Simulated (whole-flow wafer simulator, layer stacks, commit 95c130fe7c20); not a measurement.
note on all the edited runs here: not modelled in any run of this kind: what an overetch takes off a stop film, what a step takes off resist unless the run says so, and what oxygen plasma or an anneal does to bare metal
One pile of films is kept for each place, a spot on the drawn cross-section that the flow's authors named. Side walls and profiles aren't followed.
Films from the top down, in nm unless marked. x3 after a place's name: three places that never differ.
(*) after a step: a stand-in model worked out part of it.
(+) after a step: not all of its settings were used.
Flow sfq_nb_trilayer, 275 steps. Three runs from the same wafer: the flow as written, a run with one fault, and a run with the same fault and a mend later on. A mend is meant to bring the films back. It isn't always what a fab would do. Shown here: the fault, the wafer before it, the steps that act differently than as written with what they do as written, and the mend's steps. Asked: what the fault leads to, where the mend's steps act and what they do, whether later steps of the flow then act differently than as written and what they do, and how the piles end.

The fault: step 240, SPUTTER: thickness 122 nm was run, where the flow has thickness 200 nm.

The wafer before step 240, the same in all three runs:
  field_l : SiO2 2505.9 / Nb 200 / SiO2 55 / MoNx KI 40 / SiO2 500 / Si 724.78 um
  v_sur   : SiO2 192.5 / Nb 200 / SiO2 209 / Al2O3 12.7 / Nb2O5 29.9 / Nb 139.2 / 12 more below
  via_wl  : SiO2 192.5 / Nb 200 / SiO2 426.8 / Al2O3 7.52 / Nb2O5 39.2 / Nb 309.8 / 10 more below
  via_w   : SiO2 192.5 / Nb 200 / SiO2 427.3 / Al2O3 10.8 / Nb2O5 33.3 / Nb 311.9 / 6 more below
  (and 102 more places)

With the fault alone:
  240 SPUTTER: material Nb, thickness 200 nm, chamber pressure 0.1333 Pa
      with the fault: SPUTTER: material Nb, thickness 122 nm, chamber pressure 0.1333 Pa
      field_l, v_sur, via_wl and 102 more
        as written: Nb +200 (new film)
        with the fault: Nb +122 (new film)
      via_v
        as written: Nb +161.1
        with the fault: Nb +98.1
  Later steps of the flow that act differently than as written (3 more steps differ only slightly, by at most 2% or 0.5 nm, whichever is larger, and aren't shown):
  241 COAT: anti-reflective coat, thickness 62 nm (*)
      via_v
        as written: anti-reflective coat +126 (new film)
        with the fault: anti-reflective coat +121.5 (new film)
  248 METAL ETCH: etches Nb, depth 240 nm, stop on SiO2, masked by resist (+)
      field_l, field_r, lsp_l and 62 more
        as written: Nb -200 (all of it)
        with the fault: Nb -122 (all of it)
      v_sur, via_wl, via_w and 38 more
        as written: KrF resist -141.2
        with the fault: KrF resist -107.6
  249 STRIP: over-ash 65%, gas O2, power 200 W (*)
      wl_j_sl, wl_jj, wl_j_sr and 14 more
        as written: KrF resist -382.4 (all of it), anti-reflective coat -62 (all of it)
        with the fault: KrF resist -415.9 (all of it), anti-reflective coat -62 (all of it)
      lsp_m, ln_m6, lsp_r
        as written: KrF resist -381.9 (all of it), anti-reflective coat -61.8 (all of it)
        with the fault: KrF resist -415.5 (all of it), anti-reflective coat -61.8 (all of it)
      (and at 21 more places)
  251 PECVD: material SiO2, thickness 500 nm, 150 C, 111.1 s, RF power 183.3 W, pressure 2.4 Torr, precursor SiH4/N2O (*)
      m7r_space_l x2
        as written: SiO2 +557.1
        with the fault: SiO2 +500
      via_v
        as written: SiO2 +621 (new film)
        with the fault: SiO2 +597.5 (new film)
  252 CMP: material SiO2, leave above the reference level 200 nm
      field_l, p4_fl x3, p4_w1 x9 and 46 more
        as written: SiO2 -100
        with the fault: SiO2 -178
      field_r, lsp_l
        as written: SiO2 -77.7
        with the fault: SiO2 -164.4
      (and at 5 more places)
  At the end the piles differ from the flow's by more than 2% or 0.5 nm, whichever is larger, at field_l, v_sur, via_wl and 103 more.
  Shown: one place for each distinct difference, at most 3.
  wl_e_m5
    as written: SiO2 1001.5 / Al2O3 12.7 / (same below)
    with the fault: SiO2 923.5 / Al2O3 12.7 / (same below)
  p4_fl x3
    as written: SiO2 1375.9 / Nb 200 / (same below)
    with the fault: SiO2 1297.9 / Nb 200 / (same below)
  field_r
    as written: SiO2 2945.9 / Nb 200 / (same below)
    with the fault: SiO2 2867.9 / Nb 200 / (same below)

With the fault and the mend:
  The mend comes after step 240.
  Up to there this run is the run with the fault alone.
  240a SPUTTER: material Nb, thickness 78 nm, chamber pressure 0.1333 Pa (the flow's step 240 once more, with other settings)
      field_l, v_sur, via_wl and 102 more
        Nb +78
      via_v
        Nb +59.5
  No later step of the flow acts differently than as written, at any place that is followed, by more than 2% or 0.5 nm, whichever is larger.
  At the end the piles differ from the flow's only slightly at the places that both follow, by at most 2% or 0.5 nm, whichever is larger.
